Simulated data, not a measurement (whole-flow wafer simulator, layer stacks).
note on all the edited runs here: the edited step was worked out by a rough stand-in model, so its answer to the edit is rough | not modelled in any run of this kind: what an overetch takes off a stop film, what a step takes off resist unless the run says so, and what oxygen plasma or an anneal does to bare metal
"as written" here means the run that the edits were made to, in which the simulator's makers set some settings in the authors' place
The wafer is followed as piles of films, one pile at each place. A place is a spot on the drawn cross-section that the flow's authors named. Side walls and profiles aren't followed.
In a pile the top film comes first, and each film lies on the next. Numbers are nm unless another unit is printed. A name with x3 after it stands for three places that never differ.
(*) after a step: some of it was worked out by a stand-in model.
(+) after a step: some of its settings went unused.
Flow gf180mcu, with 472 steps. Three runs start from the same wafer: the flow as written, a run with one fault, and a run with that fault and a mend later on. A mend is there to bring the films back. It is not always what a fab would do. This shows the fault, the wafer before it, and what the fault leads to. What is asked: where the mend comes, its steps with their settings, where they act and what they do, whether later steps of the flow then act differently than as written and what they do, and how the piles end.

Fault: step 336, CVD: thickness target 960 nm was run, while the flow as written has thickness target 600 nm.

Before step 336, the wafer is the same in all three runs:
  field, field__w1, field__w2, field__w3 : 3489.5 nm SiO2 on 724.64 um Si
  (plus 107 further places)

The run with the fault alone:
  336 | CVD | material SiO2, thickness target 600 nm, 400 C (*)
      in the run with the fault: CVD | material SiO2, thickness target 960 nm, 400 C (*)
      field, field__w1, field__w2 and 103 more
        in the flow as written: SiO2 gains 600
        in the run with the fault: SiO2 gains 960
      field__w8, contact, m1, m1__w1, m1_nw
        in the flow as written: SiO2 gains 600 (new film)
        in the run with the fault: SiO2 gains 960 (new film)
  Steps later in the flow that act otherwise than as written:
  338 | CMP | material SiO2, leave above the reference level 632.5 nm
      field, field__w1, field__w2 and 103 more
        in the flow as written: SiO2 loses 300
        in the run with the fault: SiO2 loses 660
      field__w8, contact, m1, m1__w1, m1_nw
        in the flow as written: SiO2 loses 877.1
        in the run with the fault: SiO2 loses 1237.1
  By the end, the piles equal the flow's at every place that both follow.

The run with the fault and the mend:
  The mend stands after step 347.
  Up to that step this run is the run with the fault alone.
  348 | ETCH | chemistry C4F8/O2/Ar, etches SiO2, depth target 1320 nm, stop on TiN, over-etch 70%, masked by KrF resist (+) (the flow's step 348, as written with depth target 960 nm)
      field, field__w1, field__w2 and 107 more
        KrF resist loses 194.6
      contact
        SiO2 loses 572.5 (all of it)
  None of the later steps of the flow differs from how it acts as written, at any place that is followed, by more than 2% or 0.5 nm, whichever is larger.
  By the end, the piles equal the flow's at every place that both follow.
